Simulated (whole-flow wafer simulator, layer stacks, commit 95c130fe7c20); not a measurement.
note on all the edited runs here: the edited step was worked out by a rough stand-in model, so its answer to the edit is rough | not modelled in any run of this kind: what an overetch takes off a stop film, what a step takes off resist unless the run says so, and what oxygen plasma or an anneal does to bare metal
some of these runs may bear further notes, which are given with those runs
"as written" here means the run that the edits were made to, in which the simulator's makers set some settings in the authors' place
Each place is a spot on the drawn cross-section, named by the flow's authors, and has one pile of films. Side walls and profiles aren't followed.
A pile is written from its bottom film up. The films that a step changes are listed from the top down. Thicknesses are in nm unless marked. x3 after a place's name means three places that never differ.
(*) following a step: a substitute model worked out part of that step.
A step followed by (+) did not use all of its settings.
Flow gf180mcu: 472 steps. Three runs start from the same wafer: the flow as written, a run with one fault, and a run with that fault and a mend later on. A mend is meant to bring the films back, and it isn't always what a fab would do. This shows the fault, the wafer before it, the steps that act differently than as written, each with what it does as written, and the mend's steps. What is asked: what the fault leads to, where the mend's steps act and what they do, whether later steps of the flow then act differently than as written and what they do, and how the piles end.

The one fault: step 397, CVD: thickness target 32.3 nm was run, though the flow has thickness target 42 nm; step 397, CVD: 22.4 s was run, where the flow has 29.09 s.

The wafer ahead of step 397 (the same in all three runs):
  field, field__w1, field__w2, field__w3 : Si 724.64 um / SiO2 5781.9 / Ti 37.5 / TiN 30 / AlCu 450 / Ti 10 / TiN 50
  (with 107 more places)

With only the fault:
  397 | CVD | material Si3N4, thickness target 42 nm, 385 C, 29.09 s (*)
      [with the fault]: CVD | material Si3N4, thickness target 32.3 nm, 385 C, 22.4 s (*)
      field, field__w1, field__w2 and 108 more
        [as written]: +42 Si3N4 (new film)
        [with the fault]: +32.4 Si3N4 (new film)
  Steps further on in the flow that do not act as written (6 other steps are not shown; they differ only slightly, by no more than 2% or 0.5 nm, whichever is larger):
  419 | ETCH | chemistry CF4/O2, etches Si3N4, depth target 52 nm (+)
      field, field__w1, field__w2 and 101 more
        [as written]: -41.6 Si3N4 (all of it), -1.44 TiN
        [with the fault]: -32 Si3N4 (all of it), -2.22 TiN
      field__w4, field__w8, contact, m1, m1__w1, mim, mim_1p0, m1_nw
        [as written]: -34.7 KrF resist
        [with the fault]: -32 KrF resist
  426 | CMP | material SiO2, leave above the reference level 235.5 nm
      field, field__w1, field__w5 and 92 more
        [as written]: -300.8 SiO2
        [with the fault]: -310.5 SiO2
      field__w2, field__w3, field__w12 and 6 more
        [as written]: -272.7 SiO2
        [with the fault]: -282.7 SiO2
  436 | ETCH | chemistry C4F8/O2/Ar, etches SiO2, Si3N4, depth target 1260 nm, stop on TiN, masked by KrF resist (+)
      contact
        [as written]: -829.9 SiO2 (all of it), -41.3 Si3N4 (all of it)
        [with the fault]: -829.9 SiO2 (all of it), -31.6 Si3N4 (all of it)
  The piles end different from the flow's at field__w4, field__w8, m1, m1__w1, mim, mim_1p0, m1_nw by more than 2% or 0.5 nm, whichever is larger.
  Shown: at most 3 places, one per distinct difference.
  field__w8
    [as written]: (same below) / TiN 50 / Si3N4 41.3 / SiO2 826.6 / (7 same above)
    [with the fault]: (same below) / TiN 50 / Si3N4 31.6 / SiO2 826.6 / (7 same above)
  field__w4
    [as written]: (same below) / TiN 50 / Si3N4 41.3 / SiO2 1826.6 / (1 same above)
    [with the fault]: (same below) / TiN 50 / Si3N4 31.6 / SiO2 1826.6 / (1 same above)
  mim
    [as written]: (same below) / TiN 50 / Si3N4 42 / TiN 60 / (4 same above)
    [with the fault]: (same below) / TiN 50 / Si3N4 32.4 / TiN 60 / (4 same above)

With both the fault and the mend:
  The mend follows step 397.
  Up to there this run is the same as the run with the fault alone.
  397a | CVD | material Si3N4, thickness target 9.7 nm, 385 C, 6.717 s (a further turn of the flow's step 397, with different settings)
      field, field__w1, field__w2 and 108 more
        +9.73 Si3N4
  Every later step of the flow that is run acts as written, at every place that is followed, to within 2% or 0.5 nm, whichever is larger.
  When the end is reached, the piles differ only a little from the flow's at the places that both follow, at most by 2% or 0.5 nm, whichever is larger.
